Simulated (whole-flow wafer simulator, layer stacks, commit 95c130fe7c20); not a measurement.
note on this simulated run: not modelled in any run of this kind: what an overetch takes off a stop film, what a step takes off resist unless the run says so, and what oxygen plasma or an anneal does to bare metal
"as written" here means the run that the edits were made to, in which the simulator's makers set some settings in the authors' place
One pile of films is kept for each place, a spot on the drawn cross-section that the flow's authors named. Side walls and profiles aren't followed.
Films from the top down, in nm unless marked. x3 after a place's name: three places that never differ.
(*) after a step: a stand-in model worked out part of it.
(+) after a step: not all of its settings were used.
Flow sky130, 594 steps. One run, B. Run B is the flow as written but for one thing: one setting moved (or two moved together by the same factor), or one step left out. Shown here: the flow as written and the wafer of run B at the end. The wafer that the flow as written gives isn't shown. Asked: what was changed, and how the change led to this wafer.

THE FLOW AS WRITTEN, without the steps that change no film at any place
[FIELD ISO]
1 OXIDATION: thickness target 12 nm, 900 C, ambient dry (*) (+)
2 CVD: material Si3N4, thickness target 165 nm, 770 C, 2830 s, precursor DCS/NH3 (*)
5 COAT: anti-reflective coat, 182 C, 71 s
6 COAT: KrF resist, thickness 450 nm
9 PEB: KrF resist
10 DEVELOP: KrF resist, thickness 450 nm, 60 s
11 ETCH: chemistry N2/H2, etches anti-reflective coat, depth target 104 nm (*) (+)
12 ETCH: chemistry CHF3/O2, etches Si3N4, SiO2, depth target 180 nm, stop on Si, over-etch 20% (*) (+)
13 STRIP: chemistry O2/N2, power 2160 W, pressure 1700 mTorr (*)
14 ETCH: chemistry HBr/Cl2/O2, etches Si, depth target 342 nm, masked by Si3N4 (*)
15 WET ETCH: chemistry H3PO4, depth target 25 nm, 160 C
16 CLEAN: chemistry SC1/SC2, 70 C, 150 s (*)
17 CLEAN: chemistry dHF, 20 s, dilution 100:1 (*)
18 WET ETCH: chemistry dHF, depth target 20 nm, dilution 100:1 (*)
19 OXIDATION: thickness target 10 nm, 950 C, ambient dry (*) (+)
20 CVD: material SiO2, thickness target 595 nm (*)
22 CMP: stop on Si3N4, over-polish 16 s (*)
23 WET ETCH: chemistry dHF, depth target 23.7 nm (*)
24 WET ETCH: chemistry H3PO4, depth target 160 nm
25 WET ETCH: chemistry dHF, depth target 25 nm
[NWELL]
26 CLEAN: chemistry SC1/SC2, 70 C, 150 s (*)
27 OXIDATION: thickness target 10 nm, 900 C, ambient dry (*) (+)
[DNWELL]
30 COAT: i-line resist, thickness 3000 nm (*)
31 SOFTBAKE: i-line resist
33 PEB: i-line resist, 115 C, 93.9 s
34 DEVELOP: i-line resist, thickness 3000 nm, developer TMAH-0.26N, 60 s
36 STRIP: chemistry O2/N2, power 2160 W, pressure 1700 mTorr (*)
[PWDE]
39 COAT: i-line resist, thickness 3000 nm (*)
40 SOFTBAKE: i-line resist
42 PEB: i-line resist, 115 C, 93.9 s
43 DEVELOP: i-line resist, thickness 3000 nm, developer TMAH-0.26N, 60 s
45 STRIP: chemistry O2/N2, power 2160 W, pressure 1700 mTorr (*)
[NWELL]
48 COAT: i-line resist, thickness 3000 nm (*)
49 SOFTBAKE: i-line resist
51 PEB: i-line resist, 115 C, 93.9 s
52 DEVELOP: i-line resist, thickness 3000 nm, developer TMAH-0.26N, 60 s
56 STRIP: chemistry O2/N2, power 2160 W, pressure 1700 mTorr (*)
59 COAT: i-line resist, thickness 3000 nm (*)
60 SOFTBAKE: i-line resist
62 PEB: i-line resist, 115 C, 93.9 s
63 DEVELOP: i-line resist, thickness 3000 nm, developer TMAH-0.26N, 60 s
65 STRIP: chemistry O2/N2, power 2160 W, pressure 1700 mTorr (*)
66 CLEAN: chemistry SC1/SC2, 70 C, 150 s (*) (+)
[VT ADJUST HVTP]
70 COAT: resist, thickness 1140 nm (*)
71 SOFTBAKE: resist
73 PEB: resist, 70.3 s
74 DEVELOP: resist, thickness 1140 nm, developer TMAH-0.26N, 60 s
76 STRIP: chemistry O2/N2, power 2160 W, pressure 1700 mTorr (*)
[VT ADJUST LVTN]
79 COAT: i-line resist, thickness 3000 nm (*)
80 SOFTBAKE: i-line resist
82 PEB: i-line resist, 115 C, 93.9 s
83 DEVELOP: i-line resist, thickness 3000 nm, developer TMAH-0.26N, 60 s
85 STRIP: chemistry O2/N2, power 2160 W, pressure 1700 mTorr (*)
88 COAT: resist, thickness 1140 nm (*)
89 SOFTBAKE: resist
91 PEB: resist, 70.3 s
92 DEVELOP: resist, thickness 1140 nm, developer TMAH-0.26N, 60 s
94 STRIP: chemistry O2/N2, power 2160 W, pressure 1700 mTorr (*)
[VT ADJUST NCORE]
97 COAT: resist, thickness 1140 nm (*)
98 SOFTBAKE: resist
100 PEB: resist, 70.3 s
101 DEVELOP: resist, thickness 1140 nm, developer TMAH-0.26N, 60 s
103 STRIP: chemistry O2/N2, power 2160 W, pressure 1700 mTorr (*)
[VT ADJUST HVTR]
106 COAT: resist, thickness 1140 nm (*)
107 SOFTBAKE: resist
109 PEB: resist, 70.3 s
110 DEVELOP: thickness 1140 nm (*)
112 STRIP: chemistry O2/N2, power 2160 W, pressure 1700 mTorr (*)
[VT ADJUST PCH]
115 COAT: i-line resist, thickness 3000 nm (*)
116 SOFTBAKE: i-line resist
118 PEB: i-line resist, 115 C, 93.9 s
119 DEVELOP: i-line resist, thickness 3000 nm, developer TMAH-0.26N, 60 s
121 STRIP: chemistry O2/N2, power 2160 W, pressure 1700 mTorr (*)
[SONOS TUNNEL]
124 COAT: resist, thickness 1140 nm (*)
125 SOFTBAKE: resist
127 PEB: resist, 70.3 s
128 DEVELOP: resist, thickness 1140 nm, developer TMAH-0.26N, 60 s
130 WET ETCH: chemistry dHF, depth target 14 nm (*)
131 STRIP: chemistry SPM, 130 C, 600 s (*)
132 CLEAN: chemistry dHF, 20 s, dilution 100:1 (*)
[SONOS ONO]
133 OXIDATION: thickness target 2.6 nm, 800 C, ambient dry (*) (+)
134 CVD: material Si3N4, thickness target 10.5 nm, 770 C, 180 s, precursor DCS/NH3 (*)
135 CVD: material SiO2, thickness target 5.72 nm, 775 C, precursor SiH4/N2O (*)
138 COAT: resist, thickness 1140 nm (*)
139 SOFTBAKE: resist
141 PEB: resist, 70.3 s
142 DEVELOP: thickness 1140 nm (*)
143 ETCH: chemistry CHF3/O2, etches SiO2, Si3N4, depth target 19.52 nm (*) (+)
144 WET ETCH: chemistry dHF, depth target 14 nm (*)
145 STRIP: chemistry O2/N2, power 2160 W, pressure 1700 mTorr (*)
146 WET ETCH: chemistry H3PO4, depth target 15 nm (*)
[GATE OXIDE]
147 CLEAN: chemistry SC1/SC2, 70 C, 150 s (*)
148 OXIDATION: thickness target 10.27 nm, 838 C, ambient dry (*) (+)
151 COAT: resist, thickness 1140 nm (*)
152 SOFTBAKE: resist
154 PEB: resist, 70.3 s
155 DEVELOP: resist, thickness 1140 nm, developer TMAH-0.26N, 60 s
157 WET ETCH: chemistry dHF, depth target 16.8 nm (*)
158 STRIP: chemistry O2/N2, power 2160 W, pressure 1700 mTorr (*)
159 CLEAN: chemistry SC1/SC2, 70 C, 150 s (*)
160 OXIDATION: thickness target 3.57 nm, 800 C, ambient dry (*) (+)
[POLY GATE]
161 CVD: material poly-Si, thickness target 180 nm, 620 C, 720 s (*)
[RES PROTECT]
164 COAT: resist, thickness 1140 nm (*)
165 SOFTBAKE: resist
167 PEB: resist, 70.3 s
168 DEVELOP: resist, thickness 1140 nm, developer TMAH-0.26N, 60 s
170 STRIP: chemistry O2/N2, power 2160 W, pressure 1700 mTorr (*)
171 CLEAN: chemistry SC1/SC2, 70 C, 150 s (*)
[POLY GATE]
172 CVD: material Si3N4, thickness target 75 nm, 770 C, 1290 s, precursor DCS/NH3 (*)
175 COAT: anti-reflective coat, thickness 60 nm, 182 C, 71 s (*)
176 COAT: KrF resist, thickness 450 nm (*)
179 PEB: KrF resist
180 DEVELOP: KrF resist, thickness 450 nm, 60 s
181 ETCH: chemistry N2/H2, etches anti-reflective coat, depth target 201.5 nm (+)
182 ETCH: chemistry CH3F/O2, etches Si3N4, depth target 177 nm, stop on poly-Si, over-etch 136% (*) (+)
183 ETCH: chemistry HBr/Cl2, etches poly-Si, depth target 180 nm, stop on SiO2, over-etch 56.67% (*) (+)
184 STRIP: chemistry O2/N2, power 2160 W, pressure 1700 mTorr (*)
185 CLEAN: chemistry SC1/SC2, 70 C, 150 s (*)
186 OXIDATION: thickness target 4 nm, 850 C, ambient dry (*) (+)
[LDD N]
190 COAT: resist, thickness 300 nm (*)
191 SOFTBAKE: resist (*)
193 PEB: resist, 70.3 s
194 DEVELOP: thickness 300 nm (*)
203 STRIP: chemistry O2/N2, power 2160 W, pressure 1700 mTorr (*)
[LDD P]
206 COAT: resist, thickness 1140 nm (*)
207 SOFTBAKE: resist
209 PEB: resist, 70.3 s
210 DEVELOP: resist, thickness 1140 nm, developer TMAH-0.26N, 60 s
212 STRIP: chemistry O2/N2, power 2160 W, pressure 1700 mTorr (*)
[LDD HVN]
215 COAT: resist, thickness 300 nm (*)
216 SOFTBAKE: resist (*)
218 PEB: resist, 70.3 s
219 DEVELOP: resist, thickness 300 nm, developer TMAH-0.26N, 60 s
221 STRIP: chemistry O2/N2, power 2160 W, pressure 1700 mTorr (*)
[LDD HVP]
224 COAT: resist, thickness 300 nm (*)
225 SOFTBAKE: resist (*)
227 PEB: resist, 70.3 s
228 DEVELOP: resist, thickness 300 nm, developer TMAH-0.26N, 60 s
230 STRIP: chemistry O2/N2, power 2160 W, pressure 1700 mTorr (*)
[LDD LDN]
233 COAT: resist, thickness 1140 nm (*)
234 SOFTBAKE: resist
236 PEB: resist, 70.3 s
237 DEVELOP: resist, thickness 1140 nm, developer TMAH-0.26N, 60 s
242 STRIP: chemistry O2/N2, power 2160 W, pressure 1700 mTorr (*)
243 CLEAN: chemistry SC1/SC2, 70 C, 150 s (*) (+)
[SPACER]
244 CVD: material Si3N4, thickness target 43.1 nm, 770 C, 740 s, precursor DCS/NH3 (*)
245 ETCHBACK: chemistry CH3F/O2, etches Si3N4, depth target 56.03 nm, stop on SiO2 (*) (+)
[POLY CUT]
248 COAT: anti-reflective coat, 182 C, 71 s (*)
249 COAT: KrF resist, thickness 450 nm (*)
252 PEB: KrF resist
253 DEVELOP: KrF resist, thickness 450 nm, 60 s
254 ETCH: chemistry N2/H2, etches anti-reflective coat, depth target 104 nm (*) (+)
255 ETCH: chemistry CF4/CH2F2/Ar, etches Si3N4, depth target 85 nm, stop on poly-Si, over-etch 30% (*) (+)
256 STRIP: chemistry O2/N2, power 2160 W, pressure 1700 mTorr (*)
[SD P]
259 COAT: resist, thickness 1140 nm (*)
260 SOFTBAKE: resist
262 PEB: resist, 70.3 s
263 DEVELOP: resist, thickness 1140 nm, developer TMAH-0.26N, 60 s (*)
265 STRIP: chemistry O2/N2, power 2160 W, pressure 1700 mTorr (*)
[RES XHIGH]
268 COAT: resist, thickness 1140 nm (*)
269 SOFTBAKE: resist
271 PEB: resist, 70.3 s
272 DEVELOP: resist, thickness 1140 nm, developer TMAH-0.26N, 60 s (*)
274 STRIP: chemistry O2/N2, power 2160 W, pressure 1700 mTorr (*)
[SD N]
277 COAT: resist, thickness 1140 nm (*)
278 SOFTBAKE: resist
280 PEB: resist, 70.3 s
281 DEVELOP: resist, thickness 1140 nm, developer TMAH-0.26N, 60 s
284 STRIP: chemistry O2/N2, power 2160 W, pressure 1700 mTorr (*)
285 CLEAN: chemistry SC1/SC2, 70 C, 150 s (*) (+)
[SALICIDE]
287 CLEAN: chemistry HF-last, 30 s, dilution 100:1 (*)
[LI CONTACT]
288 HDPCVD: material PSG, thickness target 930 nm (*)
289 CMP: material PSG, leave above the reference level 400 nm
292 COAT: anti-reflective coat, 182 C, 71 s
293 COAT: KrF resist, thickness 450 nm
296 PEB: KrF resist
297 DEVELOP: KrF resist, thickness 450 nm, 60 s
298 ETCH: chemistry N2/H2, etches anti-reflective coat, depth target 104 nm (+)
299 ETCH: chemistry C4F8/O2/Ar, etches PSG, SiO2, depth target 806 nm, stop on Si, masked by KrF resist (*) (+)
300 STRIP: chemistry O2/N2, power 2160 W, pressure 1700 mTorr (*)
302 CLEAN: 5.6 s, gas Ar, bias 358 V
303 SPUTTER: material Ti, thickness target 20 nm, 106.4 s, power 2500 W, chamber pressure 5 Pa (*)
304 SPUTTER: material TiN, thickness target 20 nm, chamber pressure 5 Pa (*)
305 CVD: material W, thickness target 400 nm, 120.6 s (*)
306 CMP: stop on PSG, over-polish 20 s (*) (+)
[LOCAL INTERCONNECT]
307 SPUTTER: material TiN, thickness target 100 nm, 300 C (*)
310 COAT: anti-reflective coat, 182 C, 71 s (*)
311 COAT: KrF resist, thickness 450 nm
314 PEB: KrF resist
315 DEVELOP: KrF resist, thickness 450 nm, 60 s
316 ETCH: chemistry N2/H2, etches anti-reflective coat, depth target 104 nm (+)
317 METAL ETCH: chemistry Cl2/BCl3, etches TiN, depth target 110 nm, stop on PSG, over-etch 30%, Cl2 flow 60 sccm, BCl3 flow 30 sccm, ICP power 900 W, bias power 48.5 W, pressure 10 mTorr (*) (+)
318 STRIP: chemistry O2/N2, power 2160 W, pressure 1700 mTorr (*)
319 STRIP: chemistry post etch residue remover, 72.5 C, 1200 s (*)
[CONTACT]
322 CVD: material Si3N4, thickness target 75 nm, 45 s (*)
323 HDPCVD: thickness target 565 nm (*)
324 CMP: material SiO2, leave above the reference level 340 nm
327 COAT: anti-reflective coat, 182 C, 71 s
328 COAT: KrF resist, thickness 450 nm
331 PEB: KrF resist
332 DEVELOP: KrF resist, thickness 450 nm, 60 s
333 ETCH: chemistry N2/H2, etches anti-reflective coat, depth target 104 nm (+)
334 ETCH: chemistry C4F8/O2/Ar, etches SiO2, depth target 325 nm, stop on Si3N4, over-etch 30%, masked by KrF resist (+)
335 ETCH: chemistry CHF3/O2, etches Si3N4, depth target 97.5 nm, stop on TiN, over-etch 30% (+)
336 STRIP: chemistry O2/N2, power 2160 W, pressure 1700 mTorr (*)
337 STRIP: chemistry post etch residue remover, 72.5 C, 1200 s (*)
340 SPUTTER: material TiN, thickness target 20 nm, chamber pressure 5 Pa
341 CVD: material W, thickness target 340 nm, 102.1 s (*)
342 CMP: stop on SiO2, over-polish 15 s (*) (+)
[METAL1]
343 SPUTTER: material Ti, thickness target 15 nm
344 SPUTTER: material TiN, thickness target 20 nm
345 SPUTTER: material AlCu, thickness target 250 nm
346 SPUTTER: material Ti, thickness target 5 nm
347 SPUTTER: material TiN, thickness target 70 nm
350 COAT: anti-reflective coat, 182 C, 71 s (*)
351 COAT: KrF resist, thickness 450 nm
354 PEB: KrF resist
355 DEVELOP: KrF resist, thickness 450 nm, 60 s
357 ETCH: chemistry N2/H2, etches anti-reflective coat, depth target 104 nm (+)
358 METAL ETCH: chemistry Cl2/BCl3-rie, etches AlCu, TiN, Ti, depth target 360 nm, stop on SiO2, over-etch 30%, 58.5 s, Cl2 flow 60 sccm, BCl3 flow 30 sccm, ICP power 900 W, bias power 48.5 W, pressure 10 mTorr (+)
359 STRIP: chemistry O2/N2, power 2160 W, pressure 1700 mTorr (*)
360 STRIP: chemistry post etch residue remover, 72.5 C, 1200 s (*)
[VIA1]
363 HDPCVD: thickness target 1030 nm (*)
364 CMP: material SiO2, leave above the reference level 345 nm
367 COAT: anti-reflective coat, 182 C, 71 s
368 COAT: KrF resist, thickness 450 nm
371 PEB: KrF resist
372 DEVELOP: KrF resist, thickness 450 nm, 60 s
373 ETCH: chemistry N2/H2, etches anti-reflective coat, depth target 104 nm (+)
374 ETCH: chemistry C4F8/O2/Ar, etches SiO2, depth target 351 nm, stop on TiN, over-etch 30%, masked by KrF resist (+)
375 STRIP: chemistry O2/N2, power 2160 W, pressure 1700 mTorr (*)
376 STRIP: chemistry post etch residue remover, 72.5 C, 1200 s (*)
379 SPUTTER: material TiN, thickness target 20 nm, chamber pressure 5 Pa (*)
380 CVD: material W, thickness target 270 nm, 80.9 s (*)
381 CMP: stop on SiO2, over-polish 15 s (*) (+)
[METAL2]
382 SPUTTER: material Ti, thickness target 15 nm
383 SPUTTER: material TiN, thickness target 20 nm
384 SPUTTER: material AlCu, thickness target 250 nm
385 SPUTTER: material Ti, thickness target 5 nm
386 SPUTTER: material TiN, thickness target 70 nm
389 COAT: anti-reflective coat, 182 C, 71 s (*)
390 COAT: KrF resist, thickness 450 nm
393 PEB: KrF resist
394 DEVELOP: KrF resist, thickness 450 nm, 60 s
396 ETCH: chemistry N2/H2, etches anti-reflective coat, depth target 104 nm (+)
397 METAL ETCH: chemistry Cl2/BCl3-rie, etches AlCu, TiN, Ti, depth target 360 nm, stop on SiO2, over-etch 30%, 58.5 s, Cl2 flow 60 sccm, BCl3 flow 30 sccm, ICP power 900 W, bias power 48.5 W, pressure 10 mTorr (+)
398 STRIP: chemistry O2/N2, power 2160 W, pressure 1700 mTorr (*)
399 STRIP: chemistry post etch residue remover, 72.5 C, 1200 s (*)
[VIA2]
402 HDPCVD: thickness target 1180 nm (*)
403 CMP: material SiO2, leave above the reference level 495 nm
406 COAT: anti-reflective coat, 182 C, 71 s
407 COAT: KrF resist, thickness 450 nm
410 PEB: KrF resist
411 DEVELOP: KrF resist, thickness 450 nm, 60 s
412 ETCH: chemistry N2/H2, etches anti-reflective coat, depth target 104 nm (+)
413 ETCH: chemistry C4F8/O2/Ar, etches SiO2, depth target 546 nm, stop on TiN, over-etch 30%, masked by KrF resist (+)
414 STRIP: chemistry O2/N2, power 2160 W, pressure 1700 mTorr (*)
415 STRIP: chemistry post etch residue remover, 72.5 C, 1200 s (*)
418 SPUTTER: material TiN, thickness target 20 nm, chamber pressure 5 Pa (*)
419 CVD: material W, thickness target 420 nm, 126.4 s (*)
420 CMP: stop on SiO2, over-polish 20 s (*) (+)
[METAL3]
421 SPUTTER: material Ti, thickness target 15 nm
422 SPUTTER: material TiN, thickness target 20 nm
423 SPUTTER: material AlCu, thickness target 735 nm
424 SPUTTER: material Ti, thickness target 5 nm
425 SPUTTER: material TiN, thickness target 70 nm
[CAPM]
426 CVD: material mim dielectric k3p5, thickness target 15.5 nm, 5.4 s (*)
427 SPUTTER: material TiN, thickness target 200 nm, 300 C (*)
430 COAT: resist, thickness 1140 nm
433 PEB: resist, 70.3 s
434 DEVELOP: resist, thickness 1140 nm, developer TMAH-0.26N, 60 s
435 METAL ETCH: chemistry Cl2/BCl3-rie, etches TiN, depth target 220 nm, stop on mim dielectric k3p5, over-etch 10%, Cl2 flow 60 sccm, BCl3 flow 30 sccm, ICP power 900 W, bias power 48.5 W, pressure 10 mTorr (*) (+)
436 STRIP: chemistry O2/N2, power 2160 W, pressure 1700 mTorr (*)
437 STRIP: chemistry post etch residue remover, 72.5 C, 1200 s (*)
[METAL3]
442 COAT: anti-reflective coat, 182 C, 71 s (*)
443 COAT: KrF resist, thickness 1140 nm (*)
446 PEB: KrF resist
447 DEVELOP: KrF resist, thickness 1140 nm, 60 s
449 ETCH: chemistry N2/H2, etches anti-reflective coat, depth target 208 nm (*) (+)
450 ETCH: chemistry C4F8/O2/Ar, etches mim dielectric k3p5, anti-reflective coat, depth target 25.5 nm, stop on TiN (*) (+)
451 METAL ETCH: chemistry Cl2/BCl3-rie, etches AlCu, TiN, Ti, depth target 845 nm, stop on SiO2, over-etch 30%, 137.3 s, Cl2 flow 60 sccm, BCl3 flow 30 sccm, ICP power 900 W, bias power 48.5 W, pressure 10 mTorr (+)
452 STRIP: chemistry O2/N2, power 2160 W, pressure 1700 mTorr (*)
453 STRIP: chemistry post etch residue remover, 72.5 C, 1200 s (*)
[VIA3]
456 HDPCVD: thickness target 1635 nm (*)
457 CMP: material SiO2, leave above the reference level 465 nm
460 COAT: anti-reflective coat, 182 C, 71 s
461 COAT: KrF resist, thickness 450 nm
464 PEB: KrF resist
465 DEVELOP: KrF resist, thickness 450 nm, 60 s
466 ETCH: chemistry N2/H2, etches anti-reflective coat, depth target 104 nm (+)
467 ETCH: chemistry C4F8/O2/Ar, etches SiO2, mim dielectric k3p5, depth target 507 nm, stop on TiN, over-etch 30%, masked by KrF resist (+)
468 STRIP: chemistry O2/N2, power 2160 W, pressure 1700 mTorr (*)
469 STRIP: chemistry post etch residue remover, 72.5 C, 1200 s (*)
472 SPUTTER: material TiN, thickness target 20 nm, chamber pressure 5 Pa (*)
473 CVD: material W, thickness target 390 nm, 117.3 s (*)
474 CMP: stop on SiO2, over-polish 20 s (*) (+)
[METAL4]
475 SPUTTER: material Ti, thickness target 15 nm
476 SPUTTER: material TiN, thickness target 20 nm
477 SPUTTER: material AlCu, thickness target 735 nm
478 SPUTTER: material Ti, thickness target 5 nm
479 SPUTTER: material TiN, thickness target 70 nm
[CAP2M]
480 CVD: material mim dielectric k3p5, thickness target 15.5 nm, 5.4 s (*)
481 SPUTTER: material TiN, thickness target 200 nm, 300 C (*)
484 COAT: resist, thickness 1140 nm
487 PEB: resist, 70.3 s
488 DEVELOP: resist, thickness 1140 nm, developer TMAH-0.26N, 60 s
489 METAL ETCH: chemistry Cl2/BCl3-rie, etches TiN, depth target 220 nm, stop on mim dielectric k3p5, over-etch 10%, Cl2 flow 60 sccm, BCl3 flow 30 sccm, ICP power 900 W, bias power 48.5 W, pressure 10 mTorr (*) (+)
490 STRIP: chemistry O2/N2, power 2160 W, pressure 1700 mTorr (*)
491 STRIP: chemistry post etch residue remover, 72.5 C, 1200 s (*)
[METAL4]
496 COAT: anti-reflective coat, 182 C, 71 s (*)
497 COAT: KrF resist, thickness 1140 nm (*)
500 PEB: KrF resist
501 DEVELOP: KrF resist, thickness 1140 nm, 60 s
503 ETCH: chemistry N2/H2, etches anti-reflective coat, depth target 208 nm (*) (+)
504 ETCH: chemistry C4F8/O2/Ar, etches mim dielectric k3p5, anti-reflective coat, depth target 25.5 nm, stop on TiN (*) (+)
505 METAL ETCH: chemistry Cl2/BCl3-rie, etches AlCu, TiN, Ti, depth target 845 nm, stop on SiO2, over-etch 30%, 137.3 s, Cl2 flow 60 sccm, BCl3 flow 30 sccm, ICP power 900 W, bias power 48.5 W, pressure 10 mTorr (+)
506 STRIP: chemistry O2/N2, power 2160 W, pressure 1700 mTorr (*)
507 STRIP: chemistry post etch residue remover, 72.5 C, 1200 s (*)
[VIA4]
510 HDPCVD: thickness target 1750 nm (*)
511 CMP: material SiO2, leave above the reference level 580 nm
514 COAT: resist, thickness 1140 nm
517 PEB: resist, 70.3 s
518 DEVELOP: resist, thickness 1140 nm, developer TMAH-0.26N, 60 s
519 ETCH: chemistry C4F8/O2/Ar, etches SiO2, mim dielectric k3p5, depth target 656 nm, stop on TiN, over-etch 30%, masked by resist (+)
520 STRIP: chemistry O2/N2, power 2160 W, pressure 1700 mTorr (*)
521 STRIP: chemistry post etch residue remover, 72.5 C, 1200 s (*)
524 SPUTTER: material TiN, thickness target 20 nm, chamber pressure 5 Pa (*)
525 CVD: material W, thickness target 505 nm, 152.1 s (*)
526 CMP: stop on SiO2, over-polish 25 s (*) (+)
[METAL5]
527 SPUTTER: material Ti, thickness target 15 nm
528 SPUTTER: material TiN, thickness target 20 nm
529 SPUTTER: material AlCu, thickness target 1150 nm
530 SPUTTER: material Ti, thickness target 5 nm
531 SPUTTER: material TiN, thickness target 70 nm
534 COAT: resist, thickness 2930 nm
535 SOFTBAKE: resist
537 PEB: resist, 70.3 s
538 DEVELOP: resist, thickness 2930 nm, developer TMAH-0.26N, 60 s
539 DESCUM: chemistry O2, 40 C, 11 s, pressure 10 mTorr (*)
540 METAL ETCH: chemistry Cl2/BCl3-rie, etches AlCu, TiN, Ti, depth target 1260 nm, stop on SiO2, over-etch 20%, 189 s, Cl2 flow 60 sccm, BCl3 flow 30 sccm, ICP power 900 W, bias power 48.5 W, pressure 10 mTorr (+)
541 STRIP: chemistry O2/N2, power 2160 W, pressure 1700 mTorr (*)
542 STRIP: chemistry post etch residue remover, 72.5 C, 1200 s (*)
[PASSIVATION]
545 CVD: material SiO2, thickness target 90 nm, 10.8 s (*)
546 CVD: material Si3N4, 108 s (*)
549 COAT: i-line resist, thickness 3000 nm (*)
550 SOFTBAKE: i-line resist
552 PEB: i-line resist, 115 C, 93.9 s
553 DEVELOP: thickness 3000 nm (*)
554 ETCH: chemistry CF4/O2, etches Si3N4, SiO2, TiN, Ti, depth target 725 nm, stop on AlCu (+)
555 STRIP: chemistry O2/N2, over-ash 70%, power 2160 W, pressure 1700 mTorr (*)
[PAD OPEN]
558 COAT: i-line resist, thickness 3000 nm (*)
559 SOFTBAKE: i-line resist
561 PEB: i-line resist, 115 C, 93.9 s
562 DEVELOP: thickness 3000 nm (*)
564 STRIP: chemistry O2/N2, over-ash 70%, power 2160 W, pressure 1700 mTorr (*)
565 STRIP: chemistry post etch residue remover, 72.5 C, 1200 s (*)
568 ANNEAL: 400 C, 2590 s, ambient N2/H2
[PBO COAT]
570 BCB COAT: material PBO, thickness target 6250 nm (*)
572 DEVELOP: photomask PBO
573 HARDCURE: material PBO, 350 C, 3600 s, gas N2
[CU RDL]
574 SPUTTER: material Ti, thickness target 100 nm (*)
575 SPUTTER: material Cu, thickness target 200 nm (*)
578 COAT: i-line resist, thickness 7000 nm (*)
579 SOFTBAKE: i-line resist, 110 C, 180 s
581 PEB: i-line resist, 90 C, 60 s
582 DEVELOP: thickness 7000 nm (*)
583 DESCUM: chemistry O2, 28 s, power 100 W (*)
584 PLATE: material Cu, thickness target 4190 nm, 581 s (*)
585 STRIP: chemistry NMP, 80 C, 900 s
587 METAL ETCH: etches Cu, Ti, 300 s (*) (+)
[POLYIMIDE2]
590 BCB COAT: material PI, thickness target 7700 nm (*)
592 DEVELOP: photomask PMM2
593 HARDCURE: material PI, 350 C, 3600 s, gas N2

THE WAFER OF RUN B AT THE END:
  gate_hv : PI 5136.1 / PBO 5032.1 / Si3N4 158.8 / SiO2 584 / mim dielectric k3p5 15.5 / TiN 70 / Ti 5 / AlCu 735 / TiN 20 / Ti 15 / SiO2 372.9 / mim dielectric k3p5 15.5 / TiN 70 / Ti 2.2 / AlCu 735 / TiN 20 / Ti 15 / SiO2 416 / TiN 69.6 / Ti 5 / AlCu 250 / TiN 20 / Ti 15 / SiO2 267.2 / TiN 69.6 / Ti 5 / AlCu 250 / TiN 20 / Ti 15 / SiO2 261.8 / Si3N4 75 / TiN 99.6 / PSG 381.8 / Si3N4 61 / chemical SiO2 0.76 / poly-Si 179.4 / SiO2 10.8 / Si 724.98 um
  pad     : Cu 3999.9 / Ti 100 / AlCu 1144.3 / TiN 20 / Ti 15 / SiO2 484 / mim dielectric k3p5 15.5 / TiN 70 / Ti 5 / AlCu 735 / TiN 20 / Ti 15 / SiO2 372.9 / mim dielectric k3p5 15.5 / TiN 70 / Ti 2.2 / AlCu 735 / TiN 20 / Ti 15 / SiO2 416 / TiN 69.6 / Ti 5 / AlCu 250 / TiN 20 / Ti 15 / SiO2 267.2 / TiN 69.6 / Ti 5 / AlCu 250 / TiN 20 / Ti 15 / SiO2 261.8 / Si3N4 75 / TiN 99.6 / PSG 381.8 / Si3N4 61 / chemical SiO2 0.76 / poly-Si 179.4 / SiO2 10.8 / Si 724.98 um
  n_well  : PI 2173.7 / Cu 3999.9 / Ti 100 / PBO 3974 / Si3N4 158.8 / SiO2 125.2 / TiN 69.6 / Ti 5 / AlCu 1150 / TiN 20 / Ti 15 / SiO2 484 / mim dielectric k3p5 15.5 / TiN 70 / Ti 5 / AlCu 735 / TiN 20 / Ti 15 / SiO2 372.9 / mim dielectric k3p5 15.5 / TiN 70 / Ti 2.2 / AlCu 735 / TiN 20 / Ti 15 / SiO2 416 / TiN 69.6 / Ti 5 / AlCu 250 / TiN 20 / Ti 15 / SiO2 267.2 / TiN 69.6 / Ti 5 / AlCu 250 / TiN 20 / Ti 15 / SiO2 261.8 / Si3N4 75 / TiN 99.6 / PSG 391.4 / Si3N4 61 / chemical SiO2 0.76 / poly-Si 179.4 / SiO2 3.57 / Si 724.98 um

The cause: step 424, SPUTTER: thickness target 2.2 nm was run, where the flow has thickness target 5 nm.
It can be read off the wafer: gate_hv has Ti 2.2, and step 424 as written asks for 5 nm.

How the change led to this, step by step:
  424 SPUTTER: material Ti, thickness target 5 nm
      field, active, n_well and 188 more: Ti +2.2 (new film) (as written it would be: Ti +5 (new film))
  451 METAL ETCH: chemistry Cl2/BCl3-rie, etches AlCu, TiN, Ti, depth target 845 nm, stop on SiO2, over-etch 30%, 137.3 s, Cl2 flow 60 sccm, BCl3 flow 30 sccm, ICP power 900 W, bias power 48.5 W, pressure 10 mTorr (+)
      field, gate, spacer and 68 more: TiN -70 (all of it), Ti -2.2 (all of it), AlCu -735 (all of it), TiN -20 (all of it), Ti -15 (all of it), SiO2 -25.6 (as written it would be: TiN -70 (all of it), Ti -5 (all of it), AlCu -735 (all of it), TiN -20 (all of it), Ti -15 (all of it), SiO2 -25.4)
      active, vpp_ln, vpp_iso2 and 11 more: TiN -70 (all of it), Ti -2.2 (all of it), AlCu -735 (all of it), TiN -20 (all of it), Ti -15 (all of it), SiO2 -25.6 (as written it would be: TiN -70 (all of it), Ti -5 (all of it), AlCu -735 (all of it), TiN -20 (all of it), Ti -15 (all of it), SiO2 -25.3)
